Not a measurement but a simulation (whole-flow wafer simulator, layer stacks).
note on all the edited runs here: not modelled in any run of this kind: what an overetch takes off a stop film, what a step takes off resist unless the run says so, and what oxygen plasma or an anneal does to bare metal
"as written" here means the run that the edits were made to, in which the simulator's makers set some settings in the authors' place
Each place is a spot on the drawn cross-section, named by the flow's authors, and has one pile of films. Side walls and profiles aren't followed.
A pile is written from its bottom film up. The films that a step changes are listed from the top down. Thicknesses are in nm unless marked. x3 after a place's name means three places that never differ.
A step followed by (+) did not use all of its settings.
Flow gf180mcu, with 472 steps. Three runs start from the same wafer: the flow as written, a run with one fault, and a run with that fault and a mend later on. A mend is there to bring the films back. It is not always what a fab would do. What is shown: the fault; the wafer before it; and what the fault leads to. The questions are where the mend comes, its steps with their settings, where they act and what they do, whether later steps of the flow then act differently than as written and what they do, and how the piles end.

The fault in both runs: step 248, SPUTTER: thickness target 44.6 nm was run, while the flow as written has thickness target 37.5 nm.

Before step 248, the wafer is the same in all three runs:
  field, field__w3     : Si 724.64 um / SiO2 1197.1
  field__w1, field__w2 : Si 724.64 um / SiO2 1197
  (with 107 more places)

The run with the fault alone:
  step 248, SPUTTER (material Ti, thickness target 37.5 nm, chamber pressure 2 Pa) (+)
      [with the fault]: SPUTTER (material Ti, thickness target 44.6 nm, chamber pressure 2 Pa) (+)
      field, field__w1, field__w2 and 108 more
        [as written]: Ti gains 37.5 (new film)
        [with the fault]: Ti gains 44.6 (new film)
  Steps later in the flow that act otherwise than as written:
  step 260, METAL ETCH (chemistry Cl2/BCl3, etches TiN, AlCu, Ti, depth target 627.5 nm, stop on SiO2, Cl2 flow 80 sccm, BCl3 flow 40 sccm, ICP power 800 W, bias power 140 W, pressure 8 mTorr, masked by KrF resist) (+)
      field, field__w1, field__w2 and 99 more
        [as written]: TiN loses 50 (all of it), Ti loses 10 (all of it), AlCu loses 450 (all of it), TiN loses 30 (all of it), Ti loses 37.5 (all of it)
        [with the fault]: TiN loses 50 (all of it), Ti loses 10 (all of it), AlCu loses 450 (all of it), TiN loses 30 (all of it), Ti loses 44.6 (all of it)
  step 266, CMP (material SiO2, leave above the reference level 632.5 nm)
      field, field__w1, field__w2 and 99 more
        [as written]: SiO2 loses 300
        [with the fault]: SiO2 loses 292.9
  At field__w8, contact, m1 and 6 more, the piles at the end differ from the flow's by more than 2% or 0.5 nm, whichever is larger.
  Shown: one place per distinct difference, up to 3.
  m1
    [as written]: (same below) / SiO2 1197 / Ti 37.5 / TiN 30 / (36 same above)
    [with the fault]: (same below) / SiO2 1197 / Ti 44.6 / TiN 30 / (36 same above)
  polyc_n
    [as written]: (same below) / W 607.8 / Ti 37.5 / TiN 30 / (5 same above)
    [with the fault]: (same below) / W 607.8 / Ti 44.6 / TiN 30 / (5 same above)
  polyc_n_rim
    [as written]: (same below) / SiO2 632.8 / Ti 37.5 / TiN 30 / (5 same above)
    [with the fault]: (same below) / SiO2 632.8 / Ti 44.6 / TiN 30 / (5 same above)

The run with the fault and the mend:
  The mend follows step 248.
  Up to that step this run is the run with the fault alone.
  step 248a, METAL ETCH (chemistry Cl2/BCl3, etches TiN, AlCu, Ti, depth target 7.1 nm, Cl2 flow 80 sccm, BCl3 flow 40 sccm, ICP power 800 W, bias power 140 W, pressure 8 mTorr)
      field, field__w1, field__w2 and 108 more
        Ti loses 7.1
  Later steps of the flow that are run all act as written at every place that is followed.
  The piles end the same as the flow's at every place that both follow.
